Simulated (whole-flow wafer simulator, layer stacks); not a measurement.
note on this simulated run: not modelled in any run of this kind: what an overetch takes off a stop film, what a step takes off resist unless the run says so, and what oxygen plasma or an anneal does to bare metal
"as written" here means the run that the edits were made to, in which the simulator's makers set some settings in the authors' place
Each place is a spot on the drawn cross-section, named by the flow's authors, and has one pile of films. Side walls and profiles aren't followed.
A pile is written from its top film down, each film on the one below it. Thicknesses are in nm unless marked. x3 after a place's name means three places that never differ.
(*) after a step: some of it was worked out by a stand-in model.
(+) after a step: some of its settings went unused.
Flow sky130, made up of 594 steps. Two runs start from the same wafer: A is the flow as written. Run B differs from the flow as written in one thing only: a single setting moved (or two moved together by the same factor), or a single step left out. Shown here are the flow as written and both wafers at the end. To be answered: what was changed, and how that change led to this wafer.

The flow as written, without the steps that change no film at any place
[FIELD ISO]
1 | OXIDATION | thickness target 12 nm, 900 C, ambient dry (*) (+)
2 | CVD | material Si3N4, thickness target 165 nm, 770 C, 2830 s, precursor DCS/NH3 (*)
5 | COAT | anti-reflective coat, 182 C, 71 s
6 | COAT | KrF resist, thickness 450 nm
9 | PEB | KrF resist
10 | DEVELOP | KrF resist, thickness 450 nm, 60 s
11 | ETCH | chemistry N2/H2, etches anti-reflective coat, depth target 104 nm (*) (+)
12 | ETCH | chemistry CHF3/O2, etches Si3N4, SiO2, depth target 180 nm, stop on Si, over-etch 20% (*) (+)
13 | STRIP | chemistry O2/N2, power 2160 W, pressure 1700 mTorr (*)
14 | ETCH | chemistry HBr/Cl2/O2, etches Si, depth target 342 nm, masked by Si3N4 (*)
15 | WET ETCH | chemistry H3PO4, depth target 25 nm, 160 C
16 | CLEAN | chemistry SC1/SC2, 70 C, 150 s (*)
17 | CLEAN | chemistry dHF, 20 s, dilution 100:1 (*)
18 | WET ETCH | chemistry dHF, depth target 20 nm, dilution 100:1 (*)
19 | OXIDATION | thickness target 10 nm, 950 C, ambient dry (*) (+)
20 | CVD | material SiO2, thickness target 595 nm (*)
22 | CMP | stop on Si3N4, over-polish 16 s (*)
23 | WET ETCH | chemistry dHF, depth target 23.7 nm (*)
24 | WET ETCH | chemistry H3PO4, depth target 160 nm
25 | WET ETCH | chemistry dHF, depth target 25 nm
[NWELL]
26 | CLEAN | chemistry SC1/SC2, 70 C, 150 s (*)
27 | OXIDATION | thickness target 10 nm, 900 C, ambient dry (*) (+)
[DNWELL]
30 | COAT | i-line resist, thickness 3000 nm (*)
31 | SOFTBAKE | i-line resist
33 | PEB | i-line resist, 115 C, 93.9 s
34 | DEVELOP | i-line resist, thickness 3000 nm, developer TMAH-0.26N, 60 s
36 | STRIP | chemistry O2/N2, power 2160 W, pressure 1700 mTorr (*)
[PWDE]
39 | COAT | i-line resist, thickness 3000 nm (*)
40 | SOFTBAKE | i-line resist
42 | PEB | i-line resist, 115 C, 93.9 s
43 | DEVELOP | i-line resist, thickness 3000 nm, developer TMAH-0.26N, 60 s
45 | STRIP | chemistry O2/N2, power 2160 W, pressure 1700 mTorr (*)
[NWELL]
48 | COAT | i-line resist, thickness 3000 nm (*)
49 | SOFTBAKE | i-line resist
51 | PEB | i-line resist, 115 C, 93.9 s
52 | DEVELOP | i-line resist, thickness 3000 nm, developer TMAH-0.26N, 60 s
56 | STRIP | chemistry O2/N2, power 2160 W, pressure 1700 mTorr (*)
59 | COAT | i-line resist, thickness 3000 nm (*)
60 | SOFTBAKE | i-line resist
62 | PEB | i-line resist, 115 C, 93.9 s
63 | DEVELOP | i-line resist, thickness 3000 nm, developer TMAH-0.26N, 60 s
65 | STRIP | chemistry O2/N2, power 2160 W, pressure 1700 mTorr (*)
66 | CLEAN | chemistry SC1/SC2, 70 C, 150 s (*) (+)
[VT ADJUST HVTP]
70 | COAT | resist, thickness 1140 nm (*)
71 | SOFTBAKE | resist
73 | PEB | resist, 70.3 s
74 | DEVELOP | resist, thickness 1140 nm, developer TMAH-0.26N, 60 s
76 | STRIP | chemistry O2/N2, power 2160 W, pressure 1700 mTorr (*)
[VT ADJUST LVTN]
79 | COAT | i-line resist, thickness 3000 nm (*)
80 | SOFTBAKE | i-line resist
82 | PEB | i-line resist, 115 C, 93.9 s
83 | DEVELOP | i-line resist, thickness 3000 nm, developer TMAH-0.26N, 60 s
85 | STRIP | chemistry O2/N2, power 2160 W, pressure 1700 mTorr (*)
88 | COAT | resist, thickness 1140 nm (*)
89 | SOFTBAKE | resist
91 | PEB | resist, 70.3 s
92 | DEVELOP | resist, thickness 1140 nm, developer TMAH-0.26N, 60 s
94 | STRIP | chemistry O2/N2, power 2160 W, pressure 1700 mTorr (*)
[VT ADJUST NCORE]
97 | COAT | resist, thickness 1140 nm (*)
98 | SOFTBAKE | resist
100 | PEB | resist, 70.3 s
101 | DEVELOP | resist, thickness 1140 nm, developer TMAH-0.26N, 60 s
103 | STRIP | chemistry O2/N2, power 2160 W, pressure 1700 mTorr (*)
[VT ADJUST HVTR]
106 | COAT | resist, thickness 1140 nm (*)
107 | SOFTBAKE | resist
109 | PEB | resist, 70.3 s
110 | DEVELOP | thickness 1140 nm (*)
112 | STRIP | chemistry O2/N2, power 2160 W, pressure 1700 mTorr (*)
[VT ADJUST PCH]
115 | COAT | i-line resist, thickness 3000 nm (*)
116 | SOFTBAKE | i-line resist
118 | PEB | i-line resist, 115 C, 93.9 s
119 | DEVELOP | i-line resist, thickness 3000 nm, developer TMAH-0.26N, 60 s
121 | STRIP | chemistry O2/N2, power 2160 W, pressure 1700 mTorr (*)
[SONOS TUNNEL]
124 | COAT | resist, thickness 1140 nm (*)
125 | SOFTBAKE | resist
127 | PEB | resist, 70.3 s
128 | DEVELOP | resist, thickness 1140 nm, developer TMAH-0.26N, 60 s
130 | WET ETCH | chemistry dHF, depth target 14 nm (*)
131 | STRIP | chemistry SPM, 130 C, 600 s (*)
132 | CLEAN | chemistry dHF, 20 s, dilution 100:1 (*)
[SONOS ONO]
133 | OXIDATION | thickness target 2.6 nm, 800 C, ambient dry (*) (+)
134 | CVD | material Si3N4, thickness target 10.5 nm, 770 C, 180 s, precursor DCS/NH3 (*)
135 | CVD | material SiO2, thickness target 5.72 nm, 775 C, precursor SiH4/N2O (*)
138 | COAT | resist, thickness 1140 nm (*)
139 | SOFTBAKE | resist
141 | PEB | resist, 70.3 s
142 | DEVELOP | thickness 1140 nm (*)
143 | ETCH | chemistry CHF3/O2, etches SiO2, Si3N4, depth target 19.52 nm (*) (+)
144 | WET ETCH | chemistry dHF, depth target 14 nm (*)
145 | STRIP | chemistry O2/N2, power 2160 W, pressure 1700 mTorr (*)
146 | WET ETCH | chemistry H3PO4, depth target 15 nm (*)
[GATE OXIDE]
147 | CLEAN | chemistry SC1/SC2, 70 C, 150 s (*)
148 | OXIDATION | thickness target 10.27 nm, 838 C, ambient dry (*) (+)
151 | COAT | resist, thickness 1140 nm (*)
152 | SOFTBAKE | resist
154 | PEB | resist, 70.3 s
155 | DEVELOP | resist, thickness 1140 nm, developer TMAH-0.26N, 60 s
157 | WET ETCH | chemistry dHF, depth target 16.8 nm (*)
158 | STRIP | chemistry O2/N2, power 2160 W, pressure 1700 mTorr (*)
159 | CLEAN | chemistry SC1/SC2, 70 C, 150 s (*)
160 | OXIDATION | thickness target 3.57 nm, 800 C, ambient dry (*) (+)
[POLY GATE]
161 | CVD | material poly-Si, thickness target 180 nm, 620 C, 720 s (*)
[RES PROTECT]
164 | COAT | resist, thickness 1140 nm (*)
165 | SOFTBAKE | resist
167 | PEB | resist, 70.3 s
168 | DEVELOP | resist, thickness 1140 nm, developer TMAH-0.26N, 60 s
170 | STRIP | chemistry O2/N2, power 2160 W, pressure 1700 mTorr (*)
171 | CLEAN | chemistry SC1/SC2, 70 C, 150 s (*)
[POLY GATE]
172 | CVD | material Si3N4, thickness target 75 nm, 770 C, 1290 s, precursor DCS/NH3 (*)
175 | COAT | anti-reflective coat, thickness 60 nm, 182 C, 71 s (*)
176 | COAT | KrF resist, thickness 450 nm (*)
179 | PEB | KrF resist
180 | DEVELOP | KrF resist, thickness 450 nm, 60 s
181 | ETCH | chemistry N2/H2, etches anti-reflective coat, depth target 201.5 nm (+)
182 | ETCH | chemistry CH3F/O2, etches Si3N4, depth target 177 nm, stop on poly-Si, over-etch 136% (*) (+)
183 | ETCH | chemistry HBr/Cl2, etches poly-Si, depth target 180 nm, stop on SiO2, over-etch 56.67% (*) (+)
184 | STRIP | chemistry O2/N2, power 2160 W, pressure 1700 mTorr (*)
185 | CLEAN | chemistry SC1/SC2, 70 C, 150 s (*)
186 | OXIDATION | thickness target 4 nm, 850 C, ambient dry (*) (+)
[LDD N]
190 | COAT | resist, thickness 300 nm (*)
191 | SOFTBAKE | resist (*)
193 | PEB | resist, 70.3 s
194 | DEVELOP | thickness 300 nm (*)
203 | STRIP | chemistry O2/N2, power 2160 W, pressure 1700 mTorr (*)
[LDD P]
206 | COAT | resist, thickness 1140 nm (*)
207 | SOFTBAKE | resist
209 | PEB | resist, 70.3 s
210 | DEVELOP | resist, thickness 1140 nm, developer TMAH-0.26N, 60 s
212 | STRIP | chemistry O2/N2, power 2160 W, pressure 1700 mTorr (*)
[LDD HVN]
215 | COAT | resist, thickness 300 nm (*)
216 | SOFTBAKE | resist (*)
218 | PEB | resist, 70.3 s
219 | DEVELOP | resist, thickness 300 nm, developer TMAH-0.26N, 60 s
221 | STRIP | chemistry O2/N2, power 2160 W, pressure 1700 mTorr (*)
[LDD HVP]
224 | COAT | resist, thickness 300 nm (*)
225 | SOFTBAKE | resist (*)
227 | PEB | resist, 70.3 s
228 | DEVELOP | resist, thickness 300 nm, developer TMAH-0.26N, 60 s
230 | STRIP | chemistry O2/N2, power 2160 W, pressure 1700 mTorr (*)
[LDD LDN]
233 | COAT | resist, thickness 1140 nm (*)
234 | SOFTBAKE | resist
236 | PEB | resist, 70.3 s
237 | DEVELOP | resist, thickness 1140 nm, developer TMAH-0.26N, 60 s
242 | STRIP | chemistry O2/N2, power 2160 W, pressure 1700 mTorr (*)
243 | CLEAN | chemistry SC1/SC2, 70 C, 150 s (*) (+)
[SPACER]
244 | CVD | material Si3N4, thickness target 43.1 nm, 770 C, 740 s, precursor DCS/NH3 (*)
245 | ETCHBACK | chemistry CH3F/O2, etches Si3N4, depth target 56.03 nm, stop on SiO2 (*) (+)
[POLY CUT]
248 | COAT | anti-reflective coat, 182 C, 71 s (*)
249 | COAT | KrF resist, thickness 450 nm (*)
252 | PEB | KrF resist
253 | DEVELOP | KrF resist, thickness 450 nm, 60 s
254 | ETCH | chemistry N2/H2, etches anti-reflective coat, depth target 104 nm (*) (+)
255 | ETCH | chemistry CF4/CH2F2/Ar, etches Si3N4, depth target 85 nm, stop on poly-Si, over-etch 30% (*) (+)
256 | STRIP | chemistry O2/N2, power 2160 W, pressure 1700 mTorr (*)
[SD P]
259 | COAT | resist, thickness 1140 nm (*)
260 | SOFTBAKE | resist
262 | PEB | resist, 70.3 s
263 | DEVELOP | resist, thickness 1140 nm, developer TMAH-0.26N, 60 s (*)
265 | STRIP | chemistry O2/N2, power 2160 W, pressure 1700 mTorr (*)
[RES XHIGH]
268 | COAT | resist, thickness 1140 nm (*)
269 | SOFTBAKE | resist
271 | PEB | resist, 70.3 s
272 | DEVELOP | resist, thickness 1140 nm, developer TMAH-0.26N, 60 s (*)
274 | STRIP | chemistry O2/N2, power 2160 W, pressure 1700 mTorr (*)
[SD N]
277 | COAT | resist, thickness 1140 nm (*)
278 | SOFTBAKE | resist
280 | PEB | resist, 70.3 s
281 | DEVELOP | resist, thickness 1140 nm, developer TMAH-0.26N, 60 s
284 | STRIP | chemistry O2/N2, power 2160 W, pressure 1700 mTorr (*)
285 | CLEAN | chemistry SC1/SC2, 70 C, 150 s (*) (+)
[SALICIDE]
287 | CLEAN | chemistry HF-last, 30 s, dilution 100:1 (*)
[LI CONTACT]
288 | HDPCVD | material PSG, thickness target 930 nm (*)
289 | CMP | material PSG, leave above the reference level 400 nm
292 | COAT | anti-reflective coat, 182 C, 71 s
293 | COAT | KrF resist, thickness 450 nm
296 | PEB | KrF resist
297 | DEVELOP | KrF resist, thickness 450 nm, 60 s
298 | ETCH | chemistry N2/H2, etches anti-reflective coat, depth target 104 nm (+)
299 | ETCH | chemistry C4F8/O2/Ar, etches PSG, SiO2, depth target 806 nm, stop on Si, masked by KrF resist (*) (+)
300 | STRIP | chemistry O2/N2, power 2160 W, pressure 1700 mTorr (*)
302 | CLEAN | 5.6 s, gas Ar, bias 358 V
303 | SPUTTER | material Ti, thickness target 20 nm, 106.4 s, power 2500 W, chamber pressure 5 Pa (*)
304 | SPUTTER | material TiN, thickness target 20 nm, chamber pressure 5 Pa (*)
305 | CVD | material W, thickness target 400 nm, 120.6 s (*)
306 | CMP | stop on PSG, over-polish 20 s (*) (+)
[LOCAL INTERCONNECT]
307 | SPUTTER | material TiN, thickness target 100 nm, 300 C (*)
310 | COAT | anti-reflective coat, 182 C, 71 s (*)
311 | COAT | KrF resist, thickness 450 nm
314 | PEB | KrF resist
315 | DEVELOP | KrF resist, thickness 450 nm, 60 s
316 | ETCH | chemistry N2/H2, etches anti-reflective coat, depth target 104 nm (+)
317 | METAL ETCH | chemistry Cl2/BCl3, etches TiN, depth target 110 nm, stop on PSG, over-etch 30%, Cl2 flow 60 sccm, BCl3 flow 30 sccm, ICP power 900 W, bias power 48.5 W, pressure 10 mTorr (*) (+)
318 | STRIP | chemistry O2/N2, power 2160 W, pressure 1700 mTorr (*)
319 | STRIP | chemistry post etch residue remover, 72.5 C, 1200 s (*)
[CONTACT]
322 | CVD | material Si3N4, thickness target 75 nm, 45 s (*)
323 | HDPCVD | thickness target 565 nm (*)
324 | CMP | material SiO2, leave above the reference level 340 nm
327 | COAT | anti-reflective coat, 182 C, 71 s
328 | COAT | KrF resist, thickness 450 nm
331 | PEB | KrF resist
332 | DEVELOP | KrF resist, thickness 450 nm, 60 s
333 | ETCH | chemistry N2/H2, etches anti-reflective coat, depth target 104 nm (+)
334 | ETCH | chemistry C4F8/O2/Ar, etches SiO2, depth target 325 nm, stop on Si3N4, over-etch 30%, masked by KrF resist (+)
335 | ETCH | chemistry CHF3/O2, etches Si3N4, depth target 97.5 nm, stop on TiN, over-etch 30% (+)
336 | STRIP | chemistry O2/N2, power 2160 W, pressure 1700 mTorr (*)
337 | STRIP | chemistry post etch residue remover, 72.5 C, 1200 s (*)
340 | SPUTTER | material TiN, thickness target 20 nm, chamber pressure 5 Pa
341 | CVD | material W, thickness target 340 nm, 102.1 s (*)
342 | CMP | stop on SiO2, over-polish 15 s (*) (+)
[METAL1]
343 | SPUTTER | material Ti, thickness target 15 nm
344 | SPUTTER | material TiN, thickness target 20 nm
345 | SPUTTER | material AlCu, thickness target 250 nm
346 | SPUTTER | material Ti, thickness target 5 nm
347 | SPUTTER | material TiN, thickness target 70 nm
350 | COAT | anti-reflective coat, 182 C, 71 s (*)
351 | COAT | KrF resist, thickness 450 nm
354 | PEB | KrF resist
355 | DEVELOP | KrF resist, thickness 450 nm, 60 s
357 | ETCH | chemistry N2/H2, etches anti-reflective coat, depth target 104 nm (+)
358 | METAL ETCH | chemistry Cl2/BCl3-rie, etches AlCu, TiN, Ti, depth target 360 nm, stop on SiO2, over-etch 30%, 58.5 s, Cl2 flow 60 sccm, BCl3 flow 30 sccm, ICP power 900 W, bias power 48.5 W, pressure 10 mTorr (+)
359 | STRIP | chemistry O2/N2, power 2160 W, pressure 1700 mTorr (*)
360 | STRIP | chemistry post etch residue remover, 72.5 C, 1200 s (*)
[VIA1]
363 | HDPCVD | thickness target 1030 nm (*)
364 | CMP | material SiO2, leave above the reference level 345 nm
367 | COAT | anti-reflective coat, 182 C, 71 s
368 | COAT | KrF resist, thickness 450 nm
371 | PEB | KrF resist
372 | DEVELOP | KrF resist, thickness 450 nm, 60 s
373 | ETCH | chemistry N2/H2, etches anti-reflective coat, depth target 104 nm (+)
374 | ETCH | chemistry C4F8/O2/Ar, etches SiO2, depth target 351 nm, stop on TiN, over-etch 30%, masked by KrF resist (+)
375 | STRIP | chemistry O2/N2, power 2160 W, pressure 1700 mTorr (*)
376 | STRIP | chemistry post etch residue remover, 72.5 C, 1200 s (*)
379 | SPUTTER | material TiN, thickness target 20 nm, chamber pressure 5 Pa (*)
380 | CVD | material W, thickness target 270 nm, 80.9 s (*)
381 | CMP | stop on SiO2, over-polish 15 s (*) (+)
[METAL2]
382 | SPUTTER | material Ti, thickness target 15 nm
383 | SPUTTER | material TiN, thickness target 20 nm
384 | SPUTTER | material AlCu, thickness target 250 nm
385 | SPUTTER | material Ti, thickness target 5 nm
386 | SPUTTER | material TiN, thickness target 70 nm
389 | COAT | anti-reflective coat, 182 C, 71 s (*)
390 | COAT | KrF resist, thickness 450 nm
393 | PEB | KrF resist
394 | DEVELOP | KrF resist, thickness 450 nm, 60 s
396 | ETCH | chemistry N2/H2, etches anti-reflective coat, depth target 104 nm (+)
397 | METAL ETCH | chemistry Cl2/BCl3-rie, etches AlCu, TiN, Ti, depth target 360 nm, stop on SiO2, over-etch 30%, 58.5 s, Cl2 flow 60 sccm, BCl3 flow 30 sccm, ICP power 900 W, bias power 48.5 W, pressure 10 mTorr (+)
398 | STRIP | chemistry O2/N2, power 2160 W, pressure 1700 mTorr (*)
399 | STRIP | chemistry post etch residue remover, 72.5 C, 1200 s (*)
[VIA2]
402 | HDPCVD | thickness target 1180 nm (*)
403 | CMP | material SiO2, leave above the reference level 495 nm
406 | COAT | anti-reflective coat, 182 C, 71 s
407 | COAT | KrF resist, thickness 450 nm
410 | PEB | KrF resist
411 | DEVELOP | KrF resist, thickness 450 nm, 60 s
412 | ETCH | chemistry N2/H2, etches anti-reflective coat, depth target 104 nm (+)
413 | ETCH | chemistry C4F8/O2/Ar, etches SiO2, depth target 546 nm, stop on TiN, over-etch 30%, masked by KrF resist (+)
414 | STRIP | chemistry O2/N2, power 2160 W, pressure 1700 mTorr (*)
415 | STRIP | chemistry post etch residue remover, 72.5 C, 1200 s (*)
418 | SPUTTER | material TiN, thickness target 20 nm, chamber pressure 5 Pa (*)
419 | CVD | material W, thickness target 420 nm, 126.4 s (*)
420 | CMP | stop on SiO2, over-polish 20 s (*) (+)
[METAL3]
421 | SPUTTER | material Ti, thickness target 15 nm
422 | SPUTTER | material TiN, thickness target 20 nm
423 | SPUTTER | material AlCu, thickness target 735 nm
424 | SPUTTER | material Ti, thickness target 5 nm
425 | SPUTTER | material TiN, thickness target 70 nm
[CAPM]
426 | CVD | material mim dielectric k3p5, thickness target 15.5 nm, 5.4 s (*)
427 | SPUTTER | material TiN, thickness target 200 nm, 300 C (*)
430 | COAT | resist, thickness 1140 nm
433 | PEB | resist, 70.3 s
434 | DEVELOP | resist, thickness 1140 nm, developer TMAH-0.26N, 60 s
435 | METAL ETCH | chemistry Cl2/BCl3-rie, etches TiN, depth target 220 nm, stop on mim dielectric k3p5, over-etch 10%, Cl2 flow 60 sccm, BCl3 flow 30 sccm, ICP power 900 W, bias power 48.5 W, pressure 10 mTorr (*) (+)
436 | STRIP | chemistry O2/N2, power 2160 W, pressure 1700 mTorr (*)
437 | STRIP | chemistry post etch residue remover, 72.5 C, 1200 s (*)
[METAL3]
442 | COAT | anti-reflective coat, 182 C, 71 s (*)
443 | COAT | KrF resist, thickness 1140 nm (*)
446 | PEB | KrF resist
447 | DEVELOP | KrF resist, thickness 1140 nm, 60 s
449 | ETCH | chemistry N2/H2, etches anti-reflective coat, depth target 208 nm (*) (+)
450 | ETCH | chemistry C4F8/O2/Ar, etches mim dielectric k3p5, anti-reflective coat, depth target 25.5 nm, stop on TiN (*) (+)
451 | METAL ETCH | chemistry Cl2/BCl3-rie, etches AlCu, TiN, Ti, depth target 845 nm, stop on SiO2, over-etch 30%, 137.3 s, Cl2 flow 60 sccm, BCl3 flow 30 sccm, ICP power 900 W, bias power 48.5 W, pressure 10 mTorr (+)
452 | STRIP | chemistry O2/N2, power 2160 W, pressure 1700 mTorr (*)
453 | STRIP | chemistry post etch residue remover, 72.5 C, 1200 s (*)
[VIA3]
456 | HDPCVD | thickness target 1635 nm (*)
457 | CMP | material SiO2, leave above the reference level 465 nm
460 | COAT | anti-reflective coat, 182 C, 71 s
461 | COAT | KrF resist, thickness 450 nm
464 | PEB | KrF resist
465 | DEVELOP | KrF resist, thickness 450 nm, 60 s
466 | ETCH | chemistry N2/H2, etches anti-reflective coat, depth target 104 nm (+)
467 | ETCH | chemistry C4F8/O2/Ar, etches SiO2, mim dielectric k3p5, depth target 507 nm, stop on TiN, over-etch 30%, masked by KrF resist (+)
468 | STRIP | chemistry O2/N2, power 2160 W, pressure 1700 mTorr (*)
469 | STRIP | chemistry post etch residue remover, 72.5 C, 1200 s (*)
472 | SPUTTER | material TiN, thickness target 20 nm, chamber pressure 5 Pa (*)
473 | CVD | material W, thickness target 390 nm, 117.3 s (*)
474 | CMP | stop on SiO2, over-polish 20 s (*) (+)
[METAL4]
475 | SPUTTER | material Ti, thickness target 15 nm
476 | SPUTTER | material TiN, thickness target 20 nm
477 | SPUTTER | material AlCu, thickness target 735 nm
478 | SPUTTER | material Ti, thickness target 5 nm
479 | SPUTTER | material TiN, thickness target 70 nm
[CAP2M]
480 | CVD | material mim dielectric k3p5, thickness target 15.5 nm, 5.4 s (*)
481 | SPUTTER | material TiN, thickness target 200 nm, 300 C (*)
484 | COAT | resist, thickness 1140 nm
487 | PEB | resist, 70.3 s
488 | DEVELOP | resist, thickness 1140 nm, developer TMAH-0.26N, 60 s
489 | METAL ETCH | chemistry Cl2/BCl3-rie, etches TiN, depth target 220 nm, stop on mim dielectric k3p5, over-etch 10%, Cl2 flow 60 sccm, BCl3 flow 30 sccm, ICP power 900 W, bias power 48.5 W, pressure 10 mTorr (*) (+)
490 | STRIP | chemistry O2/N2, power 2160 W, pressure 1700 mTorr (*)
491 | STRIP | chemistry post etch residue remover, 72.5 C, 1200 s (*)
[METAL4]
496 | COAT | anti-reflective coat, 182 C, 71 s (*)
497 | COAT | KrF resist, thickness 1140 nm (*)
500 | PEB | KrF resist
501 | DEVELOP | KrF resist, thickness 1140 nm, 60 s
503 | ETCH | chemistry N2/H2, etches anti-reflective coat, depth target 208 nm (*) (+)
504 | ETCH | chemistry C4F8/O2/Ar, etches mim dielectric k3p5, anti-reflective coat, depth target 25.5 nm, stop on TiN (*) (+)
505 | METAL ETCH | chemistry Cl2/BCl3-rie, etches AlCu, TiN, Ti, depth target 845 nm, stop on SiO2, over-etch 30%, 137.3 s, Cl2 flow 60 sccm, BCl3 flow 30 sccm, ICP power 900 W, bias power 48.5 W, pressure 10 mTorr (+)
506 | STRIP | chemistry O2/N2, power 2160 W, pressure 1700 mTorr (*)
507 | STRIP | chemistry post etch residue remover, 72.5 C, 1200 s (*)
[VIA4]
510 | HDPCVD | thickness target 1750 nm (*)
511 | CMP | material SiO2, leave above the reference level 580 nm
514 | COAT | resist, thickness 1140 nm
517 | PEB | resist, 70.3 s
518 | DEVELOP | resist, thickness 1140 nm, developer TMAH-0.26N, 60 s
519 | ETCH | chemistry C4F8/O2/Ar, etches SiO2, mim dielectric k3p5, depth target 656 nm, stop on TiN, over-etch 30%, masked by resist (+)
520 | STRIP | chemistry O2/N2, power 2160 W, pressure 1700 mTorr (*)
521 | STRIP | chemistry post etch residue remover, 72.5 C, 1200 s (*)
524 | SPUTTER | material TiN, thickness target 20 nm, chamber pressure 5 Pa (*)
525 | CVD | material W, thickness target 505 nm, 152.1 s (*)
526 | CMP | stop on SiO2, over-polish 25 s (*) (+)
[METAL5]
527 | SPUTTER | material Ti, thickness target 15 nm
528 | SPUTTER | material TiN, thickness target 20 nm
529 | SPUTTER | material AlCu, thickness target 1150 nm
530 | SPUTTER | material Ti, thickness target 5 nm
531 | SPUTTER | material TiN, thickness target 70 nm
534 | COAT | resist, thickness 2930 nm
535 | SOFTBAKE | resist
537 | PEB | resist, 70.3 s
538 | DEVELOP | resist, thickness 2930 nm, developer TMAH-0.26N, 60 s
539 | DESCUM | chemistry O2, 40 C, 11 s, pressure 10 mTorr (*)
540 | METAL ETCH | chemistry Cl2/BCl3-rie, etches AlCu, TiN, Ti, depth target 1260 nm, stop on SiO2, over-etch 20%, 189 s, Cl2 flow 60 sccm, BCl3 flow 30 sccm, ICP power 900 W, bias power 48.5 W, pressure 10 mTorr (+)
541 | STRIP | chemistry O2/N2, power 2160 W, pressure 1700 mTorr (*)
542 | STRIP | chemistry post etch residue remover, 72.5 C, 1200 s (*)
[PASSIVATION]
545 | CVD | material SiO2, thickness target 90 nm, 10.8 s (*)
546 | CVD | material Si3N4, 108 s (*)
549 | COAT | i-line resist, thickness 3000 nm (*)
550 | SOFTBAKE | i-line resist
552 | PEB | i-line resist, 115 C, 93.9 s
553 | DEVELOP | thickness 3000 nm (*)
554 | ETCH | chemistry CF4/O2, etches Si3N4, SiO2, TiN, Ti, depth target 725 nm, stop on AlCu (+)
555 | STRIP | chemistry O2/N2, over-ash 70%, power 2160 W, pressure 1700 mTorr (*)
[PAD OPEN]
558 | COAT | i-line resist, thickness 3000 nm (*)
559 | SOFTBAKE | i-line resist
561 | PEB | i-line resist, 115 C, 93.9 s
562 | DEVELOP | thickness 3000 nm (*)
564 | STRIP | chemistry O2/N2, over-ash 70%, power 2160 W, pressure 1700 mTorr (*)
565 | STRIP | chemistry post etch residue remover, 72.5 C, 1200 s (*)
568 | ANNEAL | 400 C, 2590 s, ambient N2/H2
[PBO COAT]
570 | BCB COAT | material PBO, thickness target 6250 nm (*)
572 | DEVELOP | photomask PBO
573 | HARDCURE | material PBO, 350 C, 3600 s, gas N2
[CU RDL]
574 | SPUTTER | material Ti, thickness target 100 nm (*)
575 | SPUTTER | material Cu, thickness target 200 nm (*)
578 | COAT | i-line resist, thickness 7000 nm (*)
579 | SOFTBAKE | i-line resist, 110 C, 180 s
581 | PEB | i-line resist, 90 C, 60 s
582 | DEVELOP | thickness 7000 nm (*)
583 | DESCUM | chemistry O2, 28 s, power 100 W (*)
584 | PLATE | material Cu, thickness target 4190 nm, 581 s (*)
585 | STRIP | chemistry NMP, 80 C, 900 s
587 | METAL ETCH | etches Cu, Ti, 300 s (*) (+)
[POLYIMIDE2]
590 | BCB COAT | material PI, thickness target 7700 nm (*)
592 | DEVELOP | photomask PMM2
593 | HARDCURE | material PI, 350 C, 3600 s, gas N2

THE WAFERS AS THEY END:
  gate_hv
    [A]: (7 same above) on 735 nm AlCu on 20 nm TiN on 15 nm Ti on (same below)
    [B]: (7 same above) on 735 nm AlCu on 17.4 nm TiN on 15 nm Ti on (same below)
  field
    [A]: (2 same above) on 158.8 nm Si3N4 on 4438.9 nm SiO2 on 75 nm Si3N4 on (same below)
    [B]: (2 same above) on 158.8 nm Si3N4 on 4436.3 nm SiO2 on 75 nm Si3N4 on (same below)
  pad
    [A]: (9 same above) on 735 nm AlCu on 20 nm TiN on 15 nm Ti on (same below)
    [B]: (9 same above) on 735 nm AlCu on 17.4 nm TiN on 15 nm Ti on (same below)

What caused this: step 476, SPUTTER: thickness target 17.4 nm was run, whereas the flow has thickness target 20 nm.
The wafer itself shows it: gate_hv has TiN 17.4, and step 476 as written asks for 20 nm.

The path from the change to this, step by step:
  476 | SPUTTER | material TiN, thickness target 20 nm
      field, active, n_well and 189 more: A TiN gains 20 (new film) | B TiN gains 17.4 (new film)
  505 | METAL ETCH | chemistry Cl2/BCl3-rie, etches AlCu, TiN, Ti, depth target 845 nm, stop on SiO2, over-etch 30%, 137.3 s, Cl2 flow 60 sccm, BCl3 flow 30 sccm, ICP power 900 W, bias power 48.5 W, pressure 10 mTorr (+)
      field, gate, spacer and 68 more: A TiN loses 70 (all of it), Ti loses 5 (all of it), AlCu loses 735 (all of it), TiN loses 20 (all of it), Ti loses 15 (all of it), SiO2 loses 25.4 | B TiN loses 70 (all of it), Ti loses 5 (all of it), AlCu loses 735 (all of it), TiN loses 17.4 (all of it), Ti loses 15 (all of it), SiO2 loses 25.6
      active, vpp_iso1, mim_edge_plate and 14 more: A TiN loses 70 (all of it), Ti loses 5 (all of it), AlCu loses 735 (all of it), TiN loses 20 (all of it), Ti loses 15 (all of it), SiO2 loses 25.3 | B TiN loses 70 (all of it), Ti loses 5 (all of it), AlCu loses 735 (all of it), TiN loses 17.4 (all of it), Ti loses 15 (all of it), SiO2 loses 25.6
